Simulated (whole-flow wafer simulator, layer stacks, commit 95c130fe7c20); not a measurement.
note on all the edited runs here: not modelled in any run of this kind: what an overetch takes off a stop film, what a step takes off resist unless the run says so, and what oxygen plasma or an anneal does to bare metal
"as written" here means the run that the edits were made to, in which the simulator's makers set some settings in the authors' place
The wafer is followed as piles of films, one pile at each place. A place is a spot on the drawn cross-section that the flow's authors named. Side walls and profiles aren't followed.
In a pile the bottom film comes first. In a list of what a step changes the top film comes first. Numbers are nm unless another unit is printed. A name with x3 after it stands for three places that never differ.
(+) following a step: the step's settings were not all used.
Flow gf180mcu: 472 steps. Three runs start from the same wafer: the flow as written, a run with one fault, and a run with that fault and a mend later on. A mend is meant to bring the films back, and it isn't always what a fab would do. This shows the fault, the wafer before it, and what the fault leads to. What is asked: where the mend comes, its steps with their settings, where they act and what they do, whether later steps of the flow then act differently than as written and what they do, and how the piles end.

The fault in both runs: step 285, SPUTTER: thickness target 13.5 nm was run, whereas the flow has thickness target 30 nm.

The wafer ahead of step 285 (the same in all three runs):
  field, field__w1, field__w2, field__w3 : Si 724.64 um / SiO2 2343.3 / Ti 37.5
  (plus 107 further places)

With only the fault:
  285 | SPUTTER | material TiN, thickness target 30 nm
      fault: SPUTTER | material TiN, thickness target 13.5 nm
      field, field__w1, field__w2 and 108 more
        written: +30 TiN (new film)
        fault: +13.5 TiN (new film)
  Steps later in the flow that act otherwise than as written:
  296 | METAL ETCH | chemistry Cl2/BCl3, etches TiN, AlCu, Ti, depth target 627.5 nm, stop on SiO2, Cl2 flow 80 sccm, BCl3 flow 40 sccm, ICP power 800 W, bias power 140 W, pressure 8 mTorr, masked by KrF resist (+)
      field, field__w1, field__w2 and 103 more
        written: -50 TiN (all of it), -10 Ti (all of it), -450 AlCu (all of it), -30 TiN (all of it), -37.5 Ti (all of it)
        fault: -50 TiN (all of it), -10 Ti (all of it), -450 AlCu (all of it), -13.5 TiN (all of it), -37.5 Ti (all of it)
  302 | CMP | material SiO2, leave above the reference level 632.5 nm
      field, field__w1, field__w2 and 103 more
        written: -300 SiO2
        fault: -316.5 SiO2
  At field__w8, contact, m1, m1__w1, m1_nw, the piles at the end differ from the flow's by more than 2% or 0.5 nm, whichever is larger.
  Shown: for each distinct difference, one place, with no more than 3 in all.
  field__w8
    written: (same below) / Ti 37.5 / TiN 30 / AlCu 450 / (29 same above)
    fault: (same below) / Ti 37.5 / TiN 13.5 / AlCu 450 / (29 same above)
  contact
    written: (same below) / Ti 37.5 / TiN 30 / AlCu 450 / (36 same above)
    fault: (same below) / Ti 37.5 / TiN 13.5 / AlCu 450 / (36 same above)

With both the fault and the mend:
  After step 285 comes the mend.
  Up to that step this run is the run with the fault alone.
  285a | SPUTTER | material TiN, thickness target 16.5 nm (the flow's step 285 again, with other settings)
      field, field__w1, field__w2 and 108 more
        +16.5 TiN
  Every later step of the flow that is run acts as written at every place that is followed.
  At every place that both follow, the piles at the end match the flow's.
